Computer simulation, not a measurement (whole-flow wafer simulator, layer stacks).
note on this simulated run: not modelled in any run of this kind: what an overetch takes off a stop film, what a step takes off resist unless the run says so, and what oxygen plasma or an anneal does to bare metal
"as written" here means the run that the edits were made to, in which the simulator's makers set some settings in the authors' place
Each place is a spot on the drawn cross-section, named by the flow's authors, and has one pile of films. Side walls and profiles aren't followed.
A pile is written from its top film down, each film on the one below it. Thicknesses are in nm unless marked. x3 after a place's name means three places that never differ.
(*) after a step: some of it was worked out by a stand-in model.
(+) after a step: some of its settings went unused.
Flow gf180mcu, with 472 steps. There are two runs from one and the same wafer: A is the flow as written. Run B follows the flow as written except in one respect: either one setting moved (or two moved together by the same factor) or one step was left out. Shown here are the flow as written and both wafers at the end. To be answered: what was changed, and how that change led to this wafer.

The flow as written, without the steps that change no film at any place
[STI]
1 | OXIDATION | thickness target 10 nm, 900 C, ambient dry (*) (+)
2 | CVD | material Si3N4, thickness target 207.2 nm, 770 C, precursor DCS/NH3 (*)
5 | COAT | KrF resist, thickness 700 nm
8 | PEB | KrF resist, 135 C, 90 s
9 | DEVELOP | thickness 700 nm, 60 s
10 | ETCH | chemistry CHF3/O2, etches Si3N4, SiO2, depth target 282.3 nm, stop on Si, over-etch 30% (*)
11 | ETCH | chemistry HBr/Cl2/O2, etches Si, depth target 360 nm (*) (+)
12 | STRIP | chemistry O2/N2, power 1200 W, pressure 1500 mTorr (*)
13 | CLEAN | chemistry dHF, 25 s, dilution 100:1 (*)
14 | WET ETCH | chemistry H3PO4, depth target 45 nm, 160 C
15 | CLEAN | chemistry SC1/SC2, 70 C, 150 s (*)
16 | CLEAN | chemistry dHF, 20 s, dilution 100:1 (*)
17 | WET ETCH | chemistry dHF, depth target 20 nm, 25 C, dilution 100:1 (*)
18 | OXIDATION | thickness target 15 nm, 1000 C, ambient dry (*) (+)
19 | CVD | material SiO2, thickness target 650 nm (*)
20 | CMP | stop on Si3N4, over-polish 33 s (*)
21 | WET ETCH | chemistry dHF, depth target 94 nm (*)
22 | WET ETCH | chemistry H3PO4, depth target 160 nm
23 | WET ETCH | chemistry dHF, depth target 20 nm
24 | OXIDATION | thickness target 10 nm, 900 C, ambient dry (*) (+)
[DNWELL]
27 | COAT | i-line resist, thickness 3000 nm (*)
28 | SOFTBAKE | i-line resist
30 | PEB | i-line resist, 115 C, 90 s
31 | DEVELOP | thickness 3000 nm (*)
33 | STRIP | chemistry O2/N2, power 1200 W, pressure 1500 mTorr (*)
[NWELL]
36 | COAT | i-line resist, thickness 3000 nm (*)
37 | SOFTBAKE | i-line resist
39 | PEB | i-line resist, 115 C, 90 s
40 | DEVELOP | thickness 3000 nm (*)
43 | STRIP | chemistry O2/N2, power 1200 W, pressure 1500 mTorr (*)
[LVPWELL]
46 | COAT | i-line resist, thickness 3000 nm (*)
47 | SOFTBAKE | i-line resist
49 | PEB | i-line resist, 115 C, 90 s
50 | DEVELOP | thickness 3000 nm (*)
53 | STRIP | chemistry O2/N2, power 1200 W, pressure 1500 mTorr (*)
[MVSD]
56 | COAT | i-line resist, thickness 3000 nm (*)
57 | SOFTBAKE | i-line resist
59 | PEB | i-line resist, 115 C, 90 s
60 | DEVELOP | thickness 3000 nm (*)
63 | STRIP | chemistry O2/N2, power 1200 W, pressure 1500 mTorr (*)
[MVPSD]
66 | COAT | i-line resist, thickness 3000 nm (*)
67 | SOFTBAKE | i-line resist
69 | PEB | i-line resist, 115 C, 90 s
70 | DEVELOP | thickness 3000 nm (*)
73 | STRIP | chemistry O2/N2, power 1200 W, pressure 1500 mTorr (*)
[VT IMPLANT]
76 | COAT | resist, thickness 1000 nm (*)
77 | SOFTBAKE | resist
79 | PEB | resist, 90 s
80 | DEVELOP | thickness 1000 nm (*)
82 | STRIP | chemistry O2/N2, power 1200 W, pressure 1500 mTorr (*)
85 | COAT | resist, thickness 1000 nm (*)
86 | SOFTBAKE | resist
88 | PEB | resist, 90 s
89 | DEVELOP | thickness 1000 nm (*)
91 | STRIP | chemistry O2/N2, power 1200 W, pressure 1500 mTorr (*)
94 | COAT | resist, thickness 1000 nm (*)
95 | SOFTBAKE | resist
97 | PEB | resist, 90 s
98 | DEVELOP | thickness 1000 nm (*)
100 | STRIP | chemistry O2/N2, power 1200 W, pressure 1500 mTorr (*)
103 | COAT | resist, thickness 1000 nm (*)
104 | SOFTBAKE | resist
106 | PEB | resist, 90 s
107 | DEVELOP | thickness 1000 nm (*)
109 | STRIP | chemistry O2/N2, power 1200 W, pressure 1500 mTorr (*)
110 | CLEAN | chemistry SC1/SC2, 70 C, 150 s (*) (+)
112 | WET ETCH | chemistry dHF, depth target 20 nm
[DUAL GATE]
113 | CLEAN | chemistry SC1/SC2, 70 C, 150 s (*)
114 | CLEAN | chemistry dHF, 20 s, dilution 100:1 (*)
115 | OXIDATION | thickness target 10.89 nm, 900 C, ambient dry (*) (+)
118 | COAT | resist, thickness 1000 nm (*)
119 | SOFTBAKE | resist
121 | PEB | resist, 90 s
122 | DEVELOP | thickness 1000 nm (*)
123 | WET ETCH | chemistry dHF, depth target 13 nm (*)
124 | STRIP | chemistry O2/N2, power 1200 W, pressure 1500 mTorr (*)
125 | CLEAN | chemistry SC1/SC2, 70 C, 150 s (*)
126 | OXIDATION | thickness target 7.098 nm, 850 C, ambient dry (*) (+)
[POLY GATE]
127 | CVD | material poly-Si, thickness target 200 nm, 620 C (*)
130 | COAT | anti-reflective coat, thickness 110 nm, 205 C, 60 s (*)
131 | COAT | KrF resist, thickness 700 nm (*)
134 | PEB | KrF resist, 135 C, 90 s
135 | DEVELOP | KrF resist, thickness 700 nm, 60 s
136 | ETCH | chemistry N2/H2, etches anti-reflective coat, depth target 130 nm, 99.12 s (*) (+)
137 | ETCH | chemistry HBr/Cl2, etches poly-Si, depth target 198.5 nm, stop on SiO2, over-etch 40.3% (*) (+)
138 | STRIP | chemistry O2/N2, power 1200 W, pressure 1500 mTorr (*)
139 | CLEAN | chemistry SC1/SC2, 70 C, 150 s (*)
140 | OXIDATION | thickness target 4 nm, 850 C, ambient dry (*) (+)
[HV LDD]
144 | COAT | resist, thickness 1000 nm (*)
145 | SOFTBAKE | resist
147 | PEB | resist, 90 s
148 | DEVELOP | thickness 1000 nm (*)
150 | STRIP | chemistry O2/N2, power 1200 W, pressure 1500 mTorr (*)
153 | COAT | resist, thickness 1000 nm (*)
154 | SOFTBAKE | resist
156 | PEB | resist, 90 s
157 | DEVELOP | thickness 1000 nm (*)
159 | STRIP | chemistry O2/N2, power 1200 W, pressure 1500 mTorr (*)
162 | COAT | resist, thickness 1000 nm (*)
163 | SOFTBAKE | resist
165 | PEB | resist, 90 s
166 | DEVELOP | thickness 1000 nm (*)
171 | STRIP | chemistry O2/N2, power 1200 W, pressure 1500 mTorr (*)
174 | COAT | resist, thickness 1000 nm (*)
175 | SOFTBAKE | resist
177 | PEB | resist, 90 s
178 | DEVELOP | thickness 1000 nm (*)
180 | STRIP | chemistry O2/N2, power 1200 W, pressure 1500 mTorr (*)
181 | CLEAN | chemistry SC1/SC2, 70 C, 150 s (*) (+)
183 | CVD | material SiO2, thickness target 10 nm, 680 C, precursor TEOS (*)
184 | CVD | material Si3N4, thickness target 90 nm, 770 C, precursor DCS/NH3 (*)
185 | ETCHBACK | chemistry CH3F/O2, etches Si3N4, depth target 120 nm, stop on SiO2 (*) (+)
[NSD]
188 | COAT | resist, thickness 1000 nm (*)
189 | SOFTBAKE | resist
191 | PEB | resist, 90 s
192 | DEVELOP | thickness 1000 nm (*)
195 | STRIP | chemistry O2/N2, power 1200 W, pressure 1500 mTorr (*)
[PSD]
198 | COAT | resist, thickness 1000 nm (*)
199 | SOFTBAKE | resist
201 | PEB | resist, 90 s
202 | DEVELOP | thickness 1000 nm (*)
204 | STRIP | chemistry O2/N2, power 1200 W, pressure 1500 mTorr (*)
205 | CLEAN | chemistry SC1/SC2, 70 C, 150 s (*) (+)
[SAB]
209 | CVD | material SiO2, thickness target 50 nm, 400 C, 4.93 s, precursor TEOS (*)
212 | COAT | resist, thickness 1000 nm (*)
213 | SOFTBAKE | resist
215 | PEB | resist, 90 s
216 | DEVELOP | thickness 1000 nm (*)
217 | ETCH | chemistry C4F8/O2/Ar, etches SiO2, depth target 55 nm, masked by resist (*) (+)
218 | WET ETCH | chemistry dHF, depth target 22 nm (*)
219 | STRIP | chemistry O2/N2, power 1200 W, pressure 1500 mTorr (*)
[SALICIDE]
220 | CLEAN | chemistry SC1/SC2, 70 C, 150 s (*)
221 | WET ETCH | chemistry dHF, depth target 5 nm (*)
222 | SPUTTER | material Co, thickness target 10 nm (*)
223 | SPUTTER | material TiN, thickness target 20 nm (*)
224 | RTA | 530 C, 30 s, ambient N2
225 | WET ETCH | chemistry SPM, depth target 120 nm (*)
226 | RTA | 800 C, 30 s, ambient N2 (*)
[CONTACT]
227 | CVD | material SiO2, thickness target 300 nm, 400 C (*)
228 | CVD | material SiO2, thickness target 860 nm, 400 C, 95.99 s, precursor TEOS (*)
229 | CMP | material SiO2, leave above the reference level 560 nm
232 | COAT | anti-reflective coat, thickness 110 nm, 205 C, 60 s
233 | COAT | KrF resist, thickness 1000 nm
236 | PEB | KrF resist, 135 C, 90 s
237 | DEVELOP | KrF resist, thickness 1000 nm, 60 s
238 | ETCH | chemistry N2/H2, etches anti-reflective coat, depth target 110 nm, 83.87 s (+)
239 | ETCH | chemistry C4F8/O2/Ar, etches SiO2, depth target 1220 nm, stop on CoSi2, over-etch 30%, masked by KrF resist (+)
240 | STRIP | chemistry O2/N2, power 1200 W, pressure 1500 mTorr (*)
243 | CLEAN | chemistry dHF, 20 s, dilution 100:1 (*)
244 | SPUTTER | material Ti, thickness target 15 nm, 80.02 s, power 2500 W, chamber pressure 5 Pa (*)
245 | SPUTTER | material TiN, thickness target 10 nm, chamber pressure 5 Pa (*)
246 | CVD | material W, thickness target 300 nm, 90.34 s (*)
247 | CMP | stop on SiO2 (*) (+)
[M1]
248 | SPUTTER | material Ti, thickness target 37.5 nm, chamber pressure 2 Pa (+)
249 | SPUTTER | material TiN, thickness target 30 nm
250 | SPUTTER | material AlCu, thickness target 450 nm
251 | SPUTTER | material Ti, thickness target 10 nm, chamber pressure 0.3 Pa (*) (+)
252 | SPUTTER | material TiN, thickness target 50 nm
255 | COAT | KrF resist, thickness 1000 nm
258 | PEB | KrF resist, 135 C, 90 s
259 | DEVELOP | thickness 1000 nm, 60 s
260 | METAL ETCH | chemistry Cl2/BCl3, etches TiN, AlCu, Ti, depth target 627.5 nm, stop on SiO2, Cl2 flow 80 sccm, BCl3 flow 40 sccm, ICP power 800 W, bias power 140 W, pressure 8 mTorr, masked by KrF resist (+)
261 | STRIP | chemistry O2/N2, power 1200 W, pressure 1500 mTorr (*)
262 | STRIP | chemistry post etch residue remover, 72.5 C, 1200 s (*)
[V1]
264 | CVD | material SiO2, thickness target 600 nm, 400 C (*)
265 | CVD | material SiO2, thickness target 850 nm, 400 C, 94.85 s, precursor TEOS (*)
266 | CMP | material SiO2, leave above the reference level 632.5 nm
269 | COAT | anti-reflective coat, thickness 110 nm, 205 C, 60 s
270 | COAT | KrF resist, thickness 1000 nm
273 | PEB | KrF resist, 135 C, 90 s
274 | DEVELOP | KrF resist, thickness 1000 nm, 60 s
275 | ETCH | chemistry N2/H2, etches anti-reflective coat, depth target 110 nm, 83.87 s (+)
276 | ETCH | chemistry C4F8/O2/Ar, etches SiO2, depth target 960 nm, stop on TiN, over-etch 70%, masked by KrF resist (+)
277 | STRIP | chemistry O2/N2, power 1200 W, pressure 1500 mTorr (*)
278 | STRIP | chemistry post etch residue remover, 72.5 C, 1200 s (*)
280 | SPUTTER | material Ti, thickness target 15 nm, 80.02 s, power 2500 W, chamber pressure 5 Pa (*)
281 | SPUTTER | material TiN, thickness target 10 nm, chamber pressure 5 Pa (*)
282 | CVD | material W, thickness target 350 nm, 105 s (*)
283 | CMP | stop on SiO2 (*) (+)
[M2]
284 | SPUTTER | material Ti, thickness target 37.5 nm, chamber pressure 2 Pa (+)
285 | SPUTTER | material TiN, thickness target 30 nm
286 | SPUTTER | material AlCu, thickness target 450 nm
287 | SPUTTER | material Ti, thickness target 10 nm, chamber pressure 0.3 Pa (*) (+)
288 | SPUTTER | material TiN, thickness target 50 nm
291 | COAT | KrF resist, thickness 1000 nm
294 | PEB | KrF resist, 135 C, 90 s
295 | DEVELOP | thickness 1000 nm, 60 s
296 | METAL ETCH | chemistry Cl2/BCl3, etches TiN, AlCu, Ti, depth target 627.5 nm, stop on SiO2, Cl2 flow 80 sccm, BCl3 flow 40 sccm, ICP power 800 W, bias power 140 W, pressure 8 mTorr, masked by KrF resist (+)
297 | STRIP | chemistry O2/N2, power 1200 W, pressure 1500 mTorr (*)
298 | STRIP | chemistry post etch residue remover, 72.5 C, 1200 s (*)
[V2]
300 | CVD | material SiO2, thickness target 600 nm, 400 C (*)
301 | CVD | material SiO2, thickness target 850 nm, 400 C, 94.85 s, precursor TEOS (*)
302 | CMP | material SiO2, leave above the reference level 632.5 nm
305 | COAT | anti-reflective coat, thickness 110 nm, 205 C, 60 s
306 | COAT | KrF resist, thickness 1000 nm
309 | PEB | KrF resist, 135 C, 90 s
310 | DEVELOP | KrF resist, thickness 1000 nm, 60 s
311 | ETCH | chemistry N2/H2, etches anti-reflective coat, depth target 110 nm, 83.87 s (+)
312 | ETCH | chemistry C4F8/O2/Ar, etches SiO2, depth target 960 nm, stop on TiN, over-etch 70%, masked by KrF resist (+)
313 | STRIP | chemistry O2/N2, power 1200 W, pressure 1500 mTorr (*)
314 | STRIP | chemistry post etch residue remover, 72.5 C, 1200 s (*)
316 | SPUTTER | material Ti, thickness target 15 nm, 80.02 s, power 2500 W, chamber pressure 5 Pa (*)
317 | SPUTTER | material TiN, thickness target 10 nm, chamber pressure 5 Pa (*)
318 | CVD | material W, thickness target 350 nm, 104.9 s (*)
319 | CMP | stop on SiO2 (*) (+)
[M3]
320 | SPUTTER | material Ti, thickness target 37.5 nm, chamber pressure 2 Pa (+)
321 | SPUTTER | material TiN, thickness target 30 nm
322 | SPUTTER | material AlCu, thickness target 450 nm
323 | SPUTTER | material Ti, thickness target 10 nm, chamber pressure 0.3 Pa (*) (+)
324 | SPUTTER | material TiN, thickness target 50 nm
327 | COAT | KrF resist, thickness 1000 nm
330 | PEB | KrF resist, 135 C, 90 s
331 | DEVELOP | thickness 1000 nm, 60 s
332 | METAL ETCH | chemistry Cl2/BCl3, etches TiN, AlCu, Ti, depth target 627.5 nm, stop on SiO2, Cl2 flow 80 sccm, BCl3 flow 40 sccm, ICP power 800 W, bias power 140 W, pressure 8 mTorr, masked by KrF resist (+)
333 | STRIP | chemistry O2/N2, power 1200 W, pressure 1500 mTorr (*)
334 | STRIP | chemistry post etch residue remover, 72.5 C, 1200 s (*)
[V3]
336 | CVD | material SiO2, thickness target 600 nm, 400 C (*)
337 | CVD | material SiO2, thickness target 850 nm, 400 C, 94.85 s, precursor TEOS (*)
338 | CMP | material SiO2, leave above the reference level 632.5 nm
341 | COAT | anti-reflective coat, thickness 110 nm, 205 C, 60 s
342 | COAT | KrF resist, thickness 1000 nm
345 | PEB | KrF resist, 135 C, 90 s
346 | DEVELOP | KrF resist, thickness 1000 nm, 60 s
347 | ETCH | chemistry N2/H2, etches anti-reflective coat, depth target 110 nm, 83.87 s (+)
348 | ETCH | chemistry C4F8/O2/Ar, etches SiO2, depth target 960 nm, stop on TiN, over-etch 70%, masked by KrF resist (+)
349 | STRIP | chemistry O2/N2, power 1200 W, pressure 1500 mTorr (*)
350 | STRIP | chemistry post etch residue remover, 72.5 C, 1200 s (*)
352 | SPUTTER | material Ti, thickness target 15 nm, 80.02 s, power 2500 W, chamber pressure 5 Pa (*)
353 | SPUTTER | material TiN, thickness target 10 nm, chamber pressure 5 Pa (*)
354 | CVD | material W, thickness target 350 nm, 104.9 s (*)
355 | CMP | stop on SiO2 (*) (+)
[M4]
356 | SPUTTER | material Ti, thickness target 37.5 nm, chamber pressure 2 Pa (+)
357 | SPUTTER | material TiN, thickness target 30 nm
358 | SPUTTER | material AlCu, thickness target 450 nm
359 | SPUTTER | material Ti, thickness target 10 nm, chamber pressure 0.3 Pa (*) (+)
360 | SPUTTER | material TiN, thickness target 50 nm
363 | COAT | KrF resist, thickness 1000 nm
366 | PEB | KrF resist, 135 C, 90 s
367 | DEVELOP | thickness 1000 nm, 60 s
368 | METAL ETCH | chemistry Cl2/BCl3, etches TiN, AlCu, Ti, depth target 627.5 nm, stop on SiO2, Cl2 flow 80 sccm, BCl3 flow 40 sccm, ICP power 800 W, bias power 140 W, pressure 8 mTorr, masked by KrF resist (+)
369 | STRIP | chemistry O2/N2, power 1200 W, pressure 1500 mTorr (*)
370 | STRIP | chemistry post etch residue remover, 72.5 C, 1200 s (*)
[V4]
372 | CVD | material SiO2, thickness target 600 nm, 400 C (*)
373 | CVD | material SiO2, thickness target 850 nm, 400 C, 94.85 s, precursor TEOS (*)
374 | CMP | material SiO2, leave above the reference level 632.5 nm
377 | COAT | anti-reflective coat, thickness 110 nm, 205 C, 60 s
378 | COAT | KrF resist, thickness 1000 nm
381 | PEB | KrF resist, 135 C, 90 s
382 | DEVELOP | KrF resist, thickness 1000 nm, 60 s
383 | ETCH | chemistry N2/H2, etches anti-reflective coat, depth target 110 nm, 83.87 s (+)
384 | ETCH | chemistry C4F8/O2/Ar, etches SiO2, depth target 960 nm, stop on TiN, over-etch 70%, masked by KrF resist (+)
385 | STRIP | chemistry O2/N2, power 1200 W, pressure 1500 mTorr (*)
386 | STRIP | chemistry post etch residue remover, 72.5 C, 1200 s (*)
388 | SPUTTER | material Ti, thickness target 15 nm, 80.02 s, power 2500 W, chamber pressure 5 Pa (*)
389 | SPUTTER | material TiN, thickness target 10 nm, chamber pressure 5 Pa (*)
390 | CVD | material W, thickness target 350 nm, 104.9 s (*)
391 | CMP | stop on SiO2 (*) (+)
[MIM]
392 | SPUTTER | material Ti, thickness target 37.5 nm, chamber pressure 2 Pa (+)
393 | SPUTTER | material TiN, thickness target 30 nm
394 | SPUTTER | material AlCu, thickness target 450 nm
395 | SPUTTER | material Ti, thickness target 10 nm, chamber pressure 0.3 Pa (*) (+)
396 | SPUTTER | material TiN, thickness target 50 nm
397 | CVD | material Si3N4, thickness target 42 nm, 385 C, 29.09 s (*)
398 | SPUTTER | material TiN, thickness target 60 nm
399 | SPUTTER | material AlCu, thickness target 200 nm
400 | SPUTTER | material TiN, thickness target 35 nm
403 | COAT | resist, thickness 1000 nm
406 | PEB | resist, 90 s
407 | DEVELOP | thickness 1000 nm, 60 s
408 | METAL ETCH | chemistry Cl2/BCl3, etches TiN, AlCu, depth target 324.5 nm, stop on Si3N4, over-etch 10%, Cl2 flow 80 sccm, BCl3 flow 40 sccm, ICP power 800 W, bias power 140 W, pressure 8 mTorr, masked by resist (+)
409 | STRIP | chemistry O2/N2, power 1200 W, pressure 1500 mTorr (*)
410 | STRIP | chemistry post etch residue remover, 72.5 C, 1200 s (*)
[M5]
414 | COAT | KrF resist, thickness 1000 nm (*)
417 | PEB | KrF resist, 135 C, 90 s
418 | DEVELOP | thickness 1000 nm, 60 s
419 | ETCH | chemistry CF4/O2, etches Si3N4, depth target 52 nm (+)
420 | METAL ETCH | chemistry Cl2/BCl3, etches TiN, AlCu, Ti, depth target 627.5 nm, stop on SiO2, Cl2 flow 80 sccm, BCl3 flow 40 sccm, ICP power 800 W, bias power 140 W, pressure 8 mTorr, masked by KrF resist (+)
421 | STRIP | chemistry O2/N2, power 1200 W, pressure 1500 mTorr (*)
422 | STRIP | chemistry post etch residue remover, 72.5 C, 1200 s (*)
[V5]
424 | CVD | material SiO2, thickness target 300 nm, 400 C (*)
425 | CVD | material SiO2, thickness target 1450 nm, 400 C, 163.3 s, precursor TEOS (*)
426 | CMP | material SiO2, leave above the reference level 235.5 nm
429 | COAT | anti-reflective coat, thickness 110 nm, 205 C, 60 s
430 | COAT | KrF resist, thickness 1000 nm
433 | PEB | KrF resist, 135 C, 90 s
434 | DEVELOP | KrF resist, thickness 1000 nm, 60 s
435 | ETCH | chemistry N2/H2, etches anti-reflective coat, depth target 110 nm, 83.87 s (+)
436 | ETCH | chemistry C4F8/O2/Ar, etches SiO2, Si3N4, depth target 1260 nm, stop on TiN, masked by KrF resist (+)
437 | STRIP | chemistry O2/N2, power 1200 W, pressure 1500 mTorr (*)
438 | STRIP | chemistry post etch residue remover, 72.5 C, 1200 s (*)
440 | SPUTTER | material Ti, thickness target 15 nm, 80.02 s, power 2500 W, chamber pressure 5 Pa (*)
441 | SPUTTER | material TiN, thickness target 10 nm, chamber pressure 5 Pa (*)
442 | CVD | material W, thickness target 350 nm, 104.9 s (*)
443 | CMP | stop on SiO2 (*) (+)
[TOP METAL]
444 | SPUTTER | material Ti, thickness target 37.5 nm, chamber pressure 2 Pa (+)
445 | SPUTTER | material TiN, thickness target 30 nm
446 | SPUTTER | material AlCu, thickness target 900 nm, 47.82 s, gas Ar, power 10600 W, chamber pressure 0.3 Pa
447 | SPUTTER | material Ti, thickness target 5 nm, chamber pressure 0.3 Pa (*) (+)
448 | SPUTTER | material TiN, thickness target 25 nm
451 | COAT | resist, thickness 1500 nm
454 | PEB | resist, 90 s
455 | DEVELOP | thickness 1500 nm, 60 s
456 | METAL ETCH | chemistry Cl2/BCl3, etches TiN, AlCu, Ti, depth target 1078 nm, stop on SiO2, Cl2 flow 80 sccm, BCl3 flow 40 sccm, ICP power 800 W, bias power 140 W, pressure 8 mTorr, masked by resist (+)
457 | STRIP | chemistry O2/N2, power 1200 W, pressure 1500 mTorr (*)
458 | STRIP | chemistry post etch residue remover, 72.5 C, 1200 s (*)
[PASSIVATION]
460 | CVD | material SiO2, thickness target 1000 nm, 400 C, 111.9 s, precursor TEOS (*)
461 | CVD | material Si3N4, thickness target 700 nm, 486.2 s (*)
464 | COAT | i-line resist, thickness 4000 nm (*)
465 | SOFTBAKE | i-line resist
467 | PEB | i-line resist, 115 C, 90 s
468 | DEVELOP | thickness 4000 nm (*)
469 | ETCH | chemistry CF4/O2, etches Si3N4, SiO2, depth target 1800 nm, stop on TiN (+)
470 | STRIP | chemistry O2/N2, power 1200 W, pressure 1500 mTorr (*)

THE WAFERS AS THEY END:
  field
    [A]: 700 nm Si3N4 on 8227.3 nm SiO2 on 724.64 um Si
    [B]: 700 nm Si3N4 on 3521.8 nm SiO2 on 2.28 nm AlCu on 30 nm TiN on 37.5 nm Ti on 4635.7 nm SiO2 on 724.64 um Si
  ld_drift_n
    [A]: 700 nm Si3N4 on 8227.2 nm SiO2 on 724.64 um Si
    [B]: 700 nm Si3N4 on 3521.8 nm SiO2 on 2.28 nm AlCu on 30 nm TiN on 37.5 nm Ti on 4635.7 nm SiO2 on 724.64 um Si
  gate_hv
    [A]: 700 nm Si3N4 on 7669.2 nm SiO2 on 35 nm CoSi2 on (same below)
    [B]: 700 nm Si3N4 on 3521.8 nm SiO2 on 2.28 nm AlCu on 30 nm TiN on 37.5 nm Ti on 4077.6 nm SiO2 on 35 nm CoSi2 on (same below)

Cause: step 368, METAL ETCH: depth target 502 nm was run, while the flow as written has depth target 627.5 nm.

The path from the change to this, step by step:
  368 | METAL ETCH | chemistry Cl2/BCl3, etches TiN, AlCu, Ti, depth target 627.5 nm, stop on SiO2, Cl2 flow 80 sccm, BCl3 flow 40 sccm, ICP power 800 W, bias power 140 W, pressure 8 mTorr, masked by KrF resist (+)
      field, field__w1, field__w2 and 103 more: A TiN loses 50 (all of it), Ti loses 10 (all of it), AlCu loses 450 (all of it), TiN loses 30 (all of it), Ti loses 37.5 (all of it) | B TiN loses 50 (all of it), Ti loses 10 (all of it), AlCu loses 442
      field__w8, contact, m1, m1__w1, m1_nw: A KrF resist loses 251 | B KrF resist loses 200.8
  369 | STRIP | chemistry O2/N2, power 1200 W, pressure 1500 mTorr (*)
      field__w8, contact, m1, m1__w1, m1_nw: A KrF resist loses 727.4 (all of it) | B KrF resist loses 777.6 (all of it)
  370 | STRIP | chemistry post etch residue remover, 72.5 C, 1200 s (*)
      field, field__w1, field__w2 and 103 more: A nothing | B AlCu loses 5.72
  372 | CVD | material SiO2, thickness target 600 nm, 400 C (*)
      field, field__w1, field__w2 and 103 more: A SiO2 gains 600 | B SiO2 gains 600 (new film)
  374 | CMP | material SiO2, leave above the reference level 632.5 nm
      field, field__w1, field__w2 and 103 more: A SiO2 loses 300 | B SiO2 loses 369.8
If metal films that touch count as one body, field has 1 body; the flow as written gives 0 bodies.
If metal films that touch count as one body, ld_drift_n has 1 body; the flow as written gives 0 bodies.
If metal films that touch count as one body, gate_hv has 2 bodies (between them, from the top down: SiO2 4077.6); the flow as written gives 1 body.
